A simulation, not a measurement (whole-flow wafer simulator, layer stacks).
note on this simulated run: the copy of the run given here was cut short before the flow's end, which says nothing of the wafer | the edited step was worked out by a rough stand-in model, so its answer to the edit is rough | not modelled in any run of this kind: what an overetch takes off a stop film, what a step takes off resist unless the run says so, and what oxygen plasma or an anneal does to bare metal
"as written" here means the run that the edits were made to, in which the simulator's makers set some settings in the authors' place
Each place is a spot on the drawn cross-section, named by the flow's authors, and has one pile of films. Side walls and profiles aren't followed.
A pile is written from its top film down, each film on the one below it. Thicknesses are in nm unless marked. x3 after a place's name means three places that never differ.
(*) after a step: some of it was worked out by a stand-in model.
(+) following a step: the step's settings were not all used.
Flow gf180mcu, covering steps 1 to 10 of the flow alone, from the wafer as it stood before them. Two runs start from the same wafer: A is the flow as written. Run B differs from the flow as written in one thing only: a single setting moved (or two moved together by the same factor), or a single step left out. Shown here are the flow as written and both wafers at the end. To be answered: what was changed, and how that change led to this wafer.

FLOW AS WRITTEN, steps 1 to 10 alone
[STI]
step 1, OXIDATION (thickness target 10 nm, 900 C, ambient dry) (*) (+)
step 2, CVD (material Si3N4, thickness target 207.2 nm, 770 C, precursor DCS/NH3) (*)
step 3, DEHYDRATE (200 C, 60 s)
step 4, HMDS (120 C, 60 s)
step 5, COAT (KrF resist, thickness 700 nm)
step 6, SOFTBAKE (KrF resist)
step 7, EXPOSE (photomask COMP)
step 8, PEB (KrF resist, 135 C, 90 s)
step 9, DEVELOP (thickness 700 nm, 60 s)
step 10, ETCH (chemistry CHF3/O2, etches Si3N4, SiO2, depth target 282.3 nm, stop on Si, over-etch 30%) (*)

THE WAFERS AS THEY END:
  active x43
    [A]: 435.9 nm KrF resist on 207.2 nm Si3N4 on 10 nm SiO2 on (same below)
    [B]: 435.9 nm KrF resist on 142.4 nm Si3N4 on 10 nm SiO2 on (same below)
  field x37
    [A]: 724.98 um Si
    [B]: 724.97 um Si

Cause: step 2, CVD: 747 C was run, whereas the flow has 770 C.

The path from the change to this, step by step:
  step 2, CVD (material Si3N4, thickness target 207.2 nm, 770 C, precursor DCS/NH3) (*)
      field x37, active x43: A Si3N4 gains 207.2 (new film) | B Si3N4 gains 142.4 (new film)
  step 10, ETCH (chemistry CHF3/O2, etches Si3N4, SiO2, depth target 282.3 nm, stop on Si, over-etch 30%) (*)
      field x37: A Si3N4 loses 207.2 (all of it), SiO2 loses 10 (all of it), Si loses 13 | B Si3N4 loses 142.4 (all of it), SiO2 loses 10 (all of it), Si loses 26
